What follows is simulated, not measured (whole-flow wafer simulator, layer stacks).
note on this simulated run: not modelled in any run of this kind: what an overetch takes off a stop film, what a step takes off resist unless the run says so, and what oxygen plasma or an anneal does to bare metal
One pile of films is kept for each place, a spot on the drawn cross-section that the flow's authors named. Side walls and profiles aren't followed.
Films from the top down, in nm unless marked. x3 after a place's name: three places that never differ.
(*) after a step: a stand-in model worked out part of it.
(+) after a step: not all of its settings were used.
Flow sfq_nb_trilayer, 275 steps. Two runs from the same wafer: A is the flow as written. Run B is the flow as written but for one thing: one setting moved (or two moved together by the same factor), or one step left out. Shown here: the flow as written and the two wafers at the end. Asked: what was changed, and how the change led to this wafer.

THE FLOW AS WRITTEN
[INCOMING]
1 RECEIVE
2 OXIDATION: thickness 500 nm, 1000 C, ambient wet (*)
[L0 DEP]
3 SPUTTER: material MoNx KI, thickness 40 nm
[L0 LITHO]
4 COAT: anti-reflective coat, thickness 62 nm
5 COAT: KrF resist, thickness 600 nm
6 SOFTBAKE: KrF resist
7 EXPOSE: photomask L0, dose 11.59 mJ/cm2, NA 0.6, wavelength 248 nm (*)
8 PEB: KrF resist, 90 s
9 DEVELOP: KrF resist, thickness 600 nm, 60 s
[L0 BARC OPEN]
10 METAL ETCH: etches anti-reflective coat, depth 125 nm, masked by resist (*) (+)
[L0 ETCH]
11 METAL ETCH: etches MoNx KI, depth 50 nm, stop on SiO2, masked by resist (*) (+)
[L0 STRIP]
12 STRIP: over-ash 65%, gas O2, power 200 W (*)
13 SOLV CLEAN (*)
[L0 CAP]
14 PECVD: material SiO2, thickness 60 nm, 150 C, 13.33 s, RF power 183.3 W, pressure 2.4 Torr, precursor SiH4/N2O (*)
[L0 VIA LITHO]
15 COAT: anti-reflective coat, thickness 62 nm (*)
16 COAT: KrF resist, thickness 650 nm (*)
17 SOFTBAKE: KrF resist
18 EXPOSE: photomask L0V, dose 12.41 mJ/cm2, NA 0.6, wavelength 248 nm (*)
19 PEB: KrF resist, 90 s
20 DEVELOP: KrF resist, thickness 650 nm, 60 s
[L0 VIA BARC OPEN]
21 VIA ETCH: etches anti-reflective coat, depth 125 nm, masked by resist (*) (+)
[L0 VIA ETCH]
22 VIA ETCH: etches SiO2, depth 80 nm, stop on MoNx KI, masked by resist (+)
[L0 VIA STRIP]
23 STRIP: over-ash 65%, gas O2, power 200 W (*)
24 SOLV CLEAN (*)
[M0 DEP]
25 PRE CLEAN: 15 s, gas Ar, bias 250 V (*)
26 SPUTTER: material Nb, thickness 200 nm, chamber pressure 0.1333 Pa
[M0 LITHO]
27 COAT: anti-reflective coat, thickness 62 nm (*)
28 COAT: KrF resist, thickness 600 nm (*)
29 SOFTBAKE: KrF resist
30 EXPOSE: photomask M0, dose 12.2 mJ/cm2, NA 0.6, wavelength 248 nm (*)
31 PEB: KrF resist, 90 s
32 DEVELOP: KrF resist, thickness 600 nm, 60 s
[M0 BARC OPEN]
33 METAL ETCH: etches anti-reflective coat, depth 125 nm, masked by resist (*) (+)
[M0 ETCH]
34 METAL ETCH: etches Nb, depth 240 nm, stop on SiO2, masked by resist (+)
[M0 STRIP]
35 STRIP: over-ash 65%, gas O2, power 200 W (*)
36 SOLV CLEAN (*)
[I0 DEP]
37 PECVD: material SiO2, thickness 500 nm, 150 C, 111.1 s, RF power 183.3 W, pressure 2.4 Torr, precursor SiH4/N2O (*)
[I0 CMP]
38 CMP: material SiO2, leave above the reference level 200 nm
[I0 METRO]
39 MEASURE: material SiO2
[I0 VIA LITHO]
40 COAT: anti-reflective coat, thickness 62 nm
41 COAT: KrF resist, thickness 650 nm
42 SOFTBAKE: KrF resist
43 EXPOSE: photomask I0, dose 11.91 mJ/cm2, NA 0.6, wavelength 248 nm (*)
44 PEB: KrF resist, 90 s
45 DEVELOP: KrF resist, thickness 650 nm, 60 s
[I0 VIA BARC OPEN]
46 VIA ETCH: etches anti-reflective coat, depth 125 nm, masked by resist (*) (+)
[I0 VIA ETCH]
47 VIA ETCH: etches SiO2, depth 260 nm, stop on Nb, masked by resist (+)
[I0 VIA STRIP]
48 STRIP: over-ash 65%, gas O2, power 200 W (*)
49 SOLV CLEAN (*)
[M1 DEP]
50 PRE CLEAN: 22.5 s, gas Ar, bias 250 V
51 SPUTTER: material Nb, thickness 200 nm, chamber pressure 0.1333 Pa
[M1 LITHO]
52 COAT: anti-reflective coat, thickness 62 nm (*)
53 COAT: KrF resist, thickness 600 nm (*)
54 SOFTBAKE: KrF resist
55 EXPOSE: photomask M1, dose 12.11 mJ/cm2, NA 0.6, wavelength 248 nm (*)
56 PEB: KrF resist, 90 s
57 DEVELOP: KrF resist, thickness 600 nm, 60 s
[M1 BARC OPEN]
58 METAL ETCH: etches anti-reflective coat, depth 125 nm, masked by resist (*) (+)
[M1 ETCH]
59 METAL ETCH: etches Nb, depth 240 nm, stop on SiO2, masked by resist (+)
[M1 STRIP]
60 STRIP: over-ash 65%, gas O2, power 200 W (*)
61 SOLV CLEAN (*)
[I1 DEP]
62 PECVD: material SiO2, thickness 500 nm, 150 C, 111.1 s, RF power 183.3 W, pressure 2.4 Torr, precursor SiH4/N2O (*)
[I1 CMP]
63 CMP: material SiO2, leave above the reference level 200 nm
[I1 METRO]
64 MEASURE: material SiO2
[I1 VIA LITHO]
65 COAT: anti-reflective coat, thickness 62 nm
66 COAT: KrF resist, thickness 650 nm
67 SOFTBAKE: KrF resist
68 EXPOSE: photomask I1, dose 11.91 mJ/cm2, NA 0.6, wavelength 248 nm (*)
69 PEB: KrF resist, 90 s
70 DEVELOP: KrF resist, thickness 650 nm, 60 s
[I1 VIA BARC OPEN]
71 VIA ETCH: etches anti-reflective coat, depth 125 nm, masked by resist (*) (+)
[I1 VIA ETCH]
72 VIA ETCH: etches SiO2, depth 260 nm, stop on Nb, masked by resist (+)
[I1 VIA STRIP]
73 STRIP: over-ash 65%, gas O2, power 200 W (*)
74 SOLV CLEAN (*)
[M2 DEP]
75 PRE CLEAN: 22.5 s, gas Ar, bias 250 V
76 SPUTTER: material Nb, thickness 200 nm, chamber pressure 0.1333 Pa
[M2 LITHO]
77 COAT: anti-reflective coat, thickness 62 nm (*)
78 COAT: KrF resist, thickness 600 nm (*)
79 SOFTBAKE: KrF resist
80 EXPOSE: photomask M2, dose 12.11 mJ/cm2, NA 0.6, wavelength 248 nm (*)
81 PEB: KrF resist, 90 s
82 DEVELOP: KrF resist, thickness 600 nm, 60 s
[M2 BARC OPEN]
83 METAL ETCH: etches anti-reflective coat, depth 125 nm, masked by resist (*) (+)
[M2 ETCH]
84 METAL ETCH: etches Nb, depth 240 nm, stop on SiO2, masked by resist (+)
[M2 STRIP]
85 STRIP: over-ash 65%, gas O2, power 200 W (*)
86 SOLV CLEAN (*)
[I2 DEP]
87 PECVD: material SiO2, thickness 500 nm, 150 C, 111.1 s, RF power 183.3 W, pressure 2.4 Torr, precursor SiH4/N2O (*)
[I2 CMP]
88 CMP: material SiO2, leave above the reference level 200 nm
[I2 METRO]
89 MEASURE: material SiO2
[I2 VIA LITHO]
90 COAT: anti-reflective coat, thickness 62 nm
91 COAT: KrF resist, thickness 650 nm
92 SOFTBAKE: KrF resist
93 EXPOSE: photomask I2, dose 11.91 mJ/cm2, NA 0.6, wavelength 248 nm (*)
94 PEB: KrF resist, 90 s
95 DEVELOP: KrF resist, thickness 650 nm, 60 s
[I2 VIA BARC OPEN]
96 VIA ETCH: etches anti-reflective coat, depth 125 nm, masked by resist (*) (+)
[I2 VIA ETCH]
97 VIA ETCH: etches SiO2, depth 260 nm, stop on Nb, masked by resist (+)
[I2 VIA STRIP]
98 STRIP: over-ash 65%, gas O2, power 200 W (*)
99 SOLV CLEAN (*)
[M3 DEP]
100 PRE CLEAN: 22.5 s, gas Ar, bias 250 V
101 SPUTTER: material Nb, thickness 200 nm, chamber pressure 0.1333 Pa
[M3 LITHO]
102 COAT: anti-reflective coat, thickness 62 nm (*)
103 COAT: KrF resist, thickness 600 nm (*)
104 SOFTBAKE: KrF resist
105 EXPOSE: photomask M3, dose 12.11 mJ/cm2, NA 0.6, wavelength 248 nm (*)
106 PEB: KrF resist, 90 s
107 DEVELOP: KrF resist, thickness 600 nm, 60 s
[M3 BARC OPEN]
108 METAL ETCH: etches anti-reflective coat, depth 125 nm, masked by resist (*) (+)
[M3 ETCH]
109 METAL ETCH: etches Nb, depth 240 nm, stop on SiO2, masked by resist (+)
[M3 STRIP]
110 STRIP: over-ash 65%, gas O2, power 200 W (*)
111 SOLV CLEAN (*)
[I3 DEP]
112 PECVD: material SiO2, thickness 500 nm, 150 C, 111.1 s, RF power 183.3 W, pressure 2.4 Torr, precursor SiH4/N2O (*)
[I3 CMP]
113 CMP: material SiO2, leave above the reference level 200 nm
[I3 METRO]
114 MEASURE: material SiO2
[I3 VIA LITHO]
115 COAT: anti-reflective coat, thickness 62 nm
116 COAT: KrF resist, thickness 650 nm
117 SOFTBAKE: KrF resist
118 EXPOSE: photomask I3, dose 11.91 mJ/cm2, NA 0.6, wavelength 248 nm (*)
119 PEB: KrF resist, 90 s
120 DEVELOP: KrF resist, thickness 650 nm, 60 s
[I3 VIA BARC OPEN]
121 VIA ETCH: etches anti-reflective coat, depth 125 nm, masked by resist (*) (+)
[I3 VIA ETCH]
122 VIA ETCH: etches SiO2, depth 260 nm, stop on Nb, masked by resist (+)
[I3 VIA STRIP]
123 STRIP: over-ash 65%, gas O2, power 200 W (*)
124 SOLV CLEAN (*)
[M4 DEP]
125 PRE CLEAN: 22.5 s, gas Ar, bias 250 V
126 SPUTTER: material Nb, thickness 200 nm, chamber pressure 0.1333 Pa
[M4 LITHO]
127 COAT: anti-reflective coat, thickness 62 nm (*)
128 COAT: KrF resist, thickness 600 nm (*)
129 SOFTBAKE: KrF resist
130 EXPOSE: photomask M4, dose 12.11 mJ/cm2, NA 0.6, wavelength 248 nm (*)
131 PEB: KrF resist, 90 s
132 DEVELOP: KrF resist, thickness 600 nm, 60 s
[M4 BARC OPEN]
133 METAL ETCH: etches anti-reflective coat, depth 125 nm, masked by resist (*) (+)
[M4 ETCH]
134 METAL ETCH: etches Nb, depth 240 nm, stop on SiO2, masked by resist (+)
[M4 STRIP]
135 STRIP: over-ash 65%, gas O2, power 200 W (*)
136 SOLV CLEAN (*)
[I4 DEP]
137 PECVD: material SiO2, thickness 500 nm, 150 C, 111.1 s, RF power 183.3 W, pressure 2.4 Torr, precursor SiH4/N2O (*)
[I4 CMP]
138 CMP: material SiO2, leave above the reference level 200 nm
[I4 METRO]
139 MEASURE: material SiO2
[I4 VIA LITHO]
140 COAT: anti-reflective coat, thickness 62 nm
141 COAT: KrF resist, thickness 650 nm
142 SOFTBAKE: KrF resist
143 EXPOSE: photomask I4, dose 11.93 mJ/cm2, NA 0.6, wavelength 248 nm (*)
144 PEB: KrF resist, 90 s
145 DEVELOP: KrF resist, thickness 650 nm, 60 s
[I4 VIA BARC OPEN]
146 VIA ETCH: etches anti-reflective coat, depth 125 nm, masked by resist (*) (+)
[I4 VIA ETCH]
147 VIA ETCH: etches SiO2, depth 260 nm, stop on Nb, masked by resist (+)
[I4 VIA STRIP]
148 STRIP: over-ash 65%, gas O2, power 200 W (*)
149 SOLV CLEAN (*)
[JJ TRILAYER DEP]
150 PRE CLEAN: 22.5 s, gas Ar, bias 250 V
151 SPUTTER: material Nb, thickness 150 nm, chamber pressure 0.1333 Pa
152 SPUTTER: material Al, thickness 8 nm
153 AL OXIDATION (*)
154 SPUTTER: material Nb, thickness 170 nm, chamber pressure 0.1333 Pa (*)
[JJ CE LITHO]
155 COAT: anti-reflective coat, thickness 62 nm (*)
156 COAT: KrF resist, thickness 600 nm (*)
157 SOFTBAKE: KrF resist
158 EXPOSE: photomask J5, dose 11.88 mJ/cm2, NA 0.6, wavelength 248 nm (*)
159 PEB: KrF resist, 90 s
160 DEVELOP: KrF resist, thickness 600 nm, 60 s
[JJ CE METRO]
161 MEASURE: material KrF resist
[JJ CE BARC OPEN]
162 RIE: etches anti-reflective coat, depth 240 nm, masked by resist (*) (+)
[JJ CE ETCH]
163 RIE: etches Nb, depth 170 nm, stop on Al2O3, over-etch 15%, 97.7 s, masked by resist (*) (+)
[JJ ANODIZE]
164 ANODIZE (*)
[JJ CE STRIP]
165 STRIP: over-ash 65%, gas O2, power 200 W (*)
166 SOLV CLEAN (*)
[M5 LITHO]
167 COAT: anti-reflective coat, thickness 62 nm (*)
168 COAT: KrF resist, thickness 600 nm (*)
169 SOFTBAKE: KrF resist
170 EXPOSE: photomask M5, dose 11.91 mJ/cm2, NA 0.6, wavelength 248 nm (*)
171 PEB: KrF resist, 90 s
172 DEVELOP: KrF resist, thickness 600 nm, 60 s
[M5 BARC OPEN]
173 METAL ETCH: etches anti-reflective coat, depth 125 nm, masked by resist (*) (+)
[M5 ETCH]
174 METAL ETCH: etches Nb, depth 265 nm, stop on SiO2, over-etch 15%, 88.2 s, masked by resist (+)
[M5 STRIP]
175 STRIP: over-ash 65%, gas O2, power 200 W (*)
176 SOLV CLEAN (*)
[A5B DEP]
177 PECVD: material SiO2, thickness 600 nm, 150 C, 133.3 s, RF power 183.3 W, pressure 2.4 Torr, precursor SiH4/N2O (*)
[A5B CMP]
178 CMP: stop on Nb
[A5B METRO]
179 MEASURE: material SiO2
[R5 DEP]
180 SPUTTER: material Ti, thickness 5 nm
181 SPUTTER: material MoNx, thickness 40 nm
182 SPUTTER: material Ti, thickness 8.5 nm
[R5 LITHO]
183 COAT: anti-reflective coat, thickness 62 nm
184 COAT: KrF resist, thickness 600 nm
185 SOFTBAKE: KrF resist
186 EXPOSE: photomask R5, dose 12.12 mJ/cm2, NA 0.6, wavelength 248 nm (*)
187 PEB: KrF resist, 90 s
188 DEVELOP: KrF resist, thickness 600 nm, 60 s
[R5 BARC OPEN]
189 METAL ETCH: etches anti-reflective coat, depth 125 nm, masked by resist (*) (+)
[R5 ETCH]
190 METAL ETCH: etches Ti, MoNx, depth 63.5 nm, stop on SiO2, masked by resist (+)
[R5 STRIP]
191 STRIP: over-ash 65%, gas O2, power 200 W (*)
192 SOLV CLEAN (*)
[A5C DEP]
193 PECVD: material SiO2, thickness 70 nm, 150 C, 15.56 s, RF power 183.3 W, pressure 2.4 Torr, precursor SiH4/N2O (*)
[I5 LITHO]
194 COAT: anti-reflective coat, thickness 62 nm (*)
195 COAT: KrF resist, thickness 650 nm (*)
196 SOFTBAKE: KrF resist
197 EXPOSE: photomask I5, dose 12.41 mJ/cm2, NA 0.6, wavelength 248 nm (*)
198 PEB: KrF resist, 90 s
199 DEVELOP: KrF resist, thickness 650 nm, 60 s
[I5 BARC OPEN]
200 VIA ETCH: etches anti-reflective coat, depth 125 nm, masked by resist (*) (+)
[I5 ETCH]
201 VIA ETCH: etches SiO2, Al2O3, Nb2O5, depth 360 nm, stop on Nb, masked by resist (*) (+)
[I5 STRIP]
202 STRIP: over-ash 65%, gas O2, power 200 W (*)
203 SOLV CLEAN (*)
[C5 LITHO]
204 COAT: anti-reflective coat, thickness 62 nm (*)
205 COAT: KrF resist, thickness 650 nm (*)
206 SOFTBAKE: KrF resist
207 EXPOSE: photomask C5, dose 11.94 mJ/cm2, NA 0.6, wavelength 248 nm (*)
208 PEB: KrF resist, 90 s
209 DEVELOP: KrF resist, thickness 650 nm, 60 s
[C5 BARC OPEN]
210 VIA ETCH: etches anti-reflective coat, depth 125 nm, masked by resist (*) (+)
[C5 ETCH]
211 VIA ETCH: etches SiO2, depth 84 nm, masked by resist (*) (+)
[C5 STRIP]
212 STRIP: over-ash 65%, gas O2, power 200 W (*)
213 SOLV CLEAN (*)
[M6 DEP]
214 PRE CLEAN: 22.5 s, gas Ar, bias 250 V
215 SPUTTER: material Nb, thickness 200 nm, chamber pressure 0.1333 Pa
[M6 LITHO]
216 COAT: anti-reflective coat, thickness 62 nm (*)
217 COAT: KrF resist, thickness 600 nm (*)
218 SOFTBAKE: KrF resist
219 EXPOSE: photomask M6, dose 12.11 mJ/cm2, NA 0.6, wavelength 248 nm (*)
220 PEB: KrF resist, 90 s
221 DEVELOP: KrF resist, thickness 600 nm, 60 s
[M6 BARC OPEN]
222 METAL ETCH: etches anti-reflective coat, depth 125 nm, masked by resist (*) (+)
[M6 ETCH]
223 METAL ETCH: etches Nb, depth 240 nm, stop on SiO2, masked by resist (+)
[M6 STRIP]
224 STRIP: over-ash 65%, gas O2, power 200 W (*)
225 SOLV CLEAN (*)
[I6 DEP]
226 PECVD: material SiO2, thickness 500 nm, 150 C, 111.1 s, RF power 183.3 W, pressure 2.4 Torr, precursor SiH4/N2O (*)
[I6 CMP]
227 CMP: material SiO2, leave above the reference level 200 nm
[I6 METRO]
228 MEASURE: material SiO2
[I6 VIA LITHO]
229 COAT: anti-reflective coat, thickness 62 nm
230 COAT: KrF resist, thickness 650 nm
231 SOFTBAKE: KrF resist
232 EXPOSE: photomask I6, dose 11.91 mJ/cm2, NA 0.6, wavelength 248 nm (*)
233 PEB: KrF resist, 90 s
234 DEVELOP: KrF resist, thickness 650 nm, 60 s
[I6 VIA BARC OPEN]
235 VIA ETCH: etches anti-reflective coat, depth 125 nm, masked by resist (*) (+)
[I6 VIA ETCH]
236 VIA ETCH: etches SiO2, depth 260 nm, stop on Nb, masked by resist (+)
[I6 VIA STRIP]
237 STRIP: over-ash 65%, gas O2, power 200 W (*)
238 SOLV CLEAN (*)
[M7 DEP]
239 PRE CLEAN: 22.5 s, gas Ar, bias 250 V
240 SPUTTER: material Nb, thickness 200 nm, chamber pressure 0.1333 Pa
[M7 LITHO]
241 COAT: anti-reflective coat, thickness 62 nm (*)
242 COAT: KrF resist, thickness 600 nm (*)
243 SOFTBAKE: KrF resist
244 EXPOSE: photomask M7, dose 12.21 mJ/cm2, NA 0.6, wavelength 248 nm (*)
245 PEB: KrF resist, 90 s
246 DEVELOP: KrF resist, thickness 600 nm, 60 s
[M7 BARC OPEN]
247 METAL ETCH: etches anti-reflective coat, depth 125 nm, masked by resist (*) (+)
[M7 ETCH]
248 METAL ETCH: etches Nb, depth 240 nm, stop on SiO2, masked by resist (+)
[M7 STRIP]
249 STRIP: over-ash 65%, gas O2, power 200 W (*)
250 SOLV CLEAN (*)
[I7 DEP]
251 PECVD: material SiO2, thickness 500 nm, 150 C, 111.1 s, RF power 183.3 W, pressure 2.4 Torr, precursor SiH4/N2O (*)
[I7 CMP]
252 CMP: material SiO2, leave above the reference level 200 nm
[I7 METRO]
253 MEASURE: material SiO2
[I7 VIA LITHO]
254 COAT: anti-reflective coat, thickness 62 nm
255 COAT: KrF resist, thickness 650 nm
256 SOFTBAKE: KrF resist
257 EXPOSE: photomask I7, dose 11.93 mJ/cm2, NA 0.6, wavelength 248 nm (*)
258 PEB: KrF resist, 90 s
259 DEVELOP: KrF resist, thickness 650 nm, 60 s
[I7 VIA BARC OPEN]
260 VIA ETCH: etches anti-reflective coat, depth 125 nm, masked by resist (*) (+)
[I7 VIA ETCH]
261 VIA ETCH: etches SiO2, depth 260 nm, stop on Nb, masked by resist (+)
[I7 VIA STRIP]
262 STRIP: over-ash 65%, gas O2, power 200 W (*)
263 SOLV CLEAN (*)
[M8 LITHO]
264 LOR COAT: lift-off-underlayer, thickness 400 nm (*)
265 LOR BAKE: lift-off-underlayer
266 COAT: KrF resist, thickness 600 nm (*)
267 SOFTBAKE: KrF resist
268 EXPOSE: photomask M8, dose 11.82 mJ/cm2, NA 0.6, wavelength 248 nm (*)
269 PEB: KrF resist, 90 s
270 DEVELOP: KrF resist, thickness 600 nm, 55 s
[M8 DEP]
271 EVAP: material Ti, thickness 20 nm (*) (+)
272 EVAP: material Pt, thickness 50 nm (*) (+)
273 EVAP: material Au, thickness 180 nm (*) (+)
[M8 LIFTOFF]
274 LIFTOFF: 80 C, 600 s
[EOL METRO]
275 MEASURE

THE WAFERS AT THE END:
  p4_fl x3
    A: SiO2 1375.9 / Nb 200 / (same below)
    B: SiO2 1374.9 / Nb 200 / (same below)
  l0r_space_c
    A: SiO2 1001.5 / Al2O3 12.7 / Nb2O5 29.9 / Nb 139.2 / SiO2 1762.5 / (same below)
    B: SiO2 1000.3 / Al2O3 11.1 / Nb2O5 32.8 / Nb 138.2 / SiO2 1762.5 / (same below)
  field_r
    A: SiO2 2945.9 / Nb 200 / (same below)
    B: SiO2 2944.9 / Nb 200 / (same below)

The cause: step 152, SPUTTER: thickness 7.04 nm was run, where the flow has thickness 8 nm.

How the change led to this, step by step:
  152 SPUTTER: material Al, thickness 8 nm
      field_l, v_sur, via_sp and 100 more: A Al +8 (new film) | B Al +7.04 (new film)
      via_wl, via_wr: A Al +5.14 (new film) | B Al +4.52 (new film)
      (and at 1 more place)
  164 ANODIZE (*)
      field_l, v_sur, via_sp and 96 more: A Al2O3 +12.2, Nb2O5 +29.9 (new film), Al -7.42 (all of it), Nb -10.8 | B Al2O3 +10.7, Nb2O5 +32.8 (new film), Al -6.46 (all of it), Nb -11.8
      via_wl, via_wr: A Al2O3 +7.52 (new film), Nb2O5 +39.2 (new film), Al -4.56 (all of it), Nb -14.1 | B Al2O3 +6.5 (new film), Nb2O5 +41 (new film), Al -3.94 (all of it), Nb -14.7
      (and at 1 more place)
  167 COAT: anti-reflective coat, thickness 62 nm (*)
      ce_l: A anti-reflective coat +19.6 (new film) | B anti-reflective coat +18.7 (new film)
      ce_r: A anti-reflective coat +19.7 (new film) | B anti-reflective coat +18.8 (new film)
  174 METAL ETCH: etches Nb, depth 265 nm, stop on SiO2, over-etch 15%, 88.2 s, masked by resist (+)
      field_l, r_sur, res and 50 more: A Al2O3 -12.6 (all of it), Nb2O5 -29.9 (all of it), Nb -139.2 (all of it), SiO2 -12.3 | B Al2O3 -11 (all of it), Nb2O5 -32.8 (all of it), Nb -138.2 (all of it), SiO2 -12.3
  175 STRIP: over-ash 65%, gas O2, power 200 W (*)
      ce_l: A KrF resist -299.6 (all of it), anti-reflective coat -19.6 (all of it) | B KrF resist -301.4 (all of it), anti-reflective coat -18.7 (all of it)
      ce_r: A KrF resist -299.9 (all of it), anti-reflective coat -19.7 (all of it) | B KrF resist -301.6 (all of it), anti-reflective coat -18.8 (all of it)
  201 VIA ETCH: etches SiO2, Al2O3, Nb2O5, depth 360 nm, stop on Nb, masked by resist (*) (+)
      be: A SiO2 -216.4 (all of it), Al2O3 -12.7 (all of it), Nb2O5 -29.9 (all of it) | B SiO2 -215.2 (all of it), Al2O3 -11.1 (all of it), Nb2O5 -32.8 (all of it)
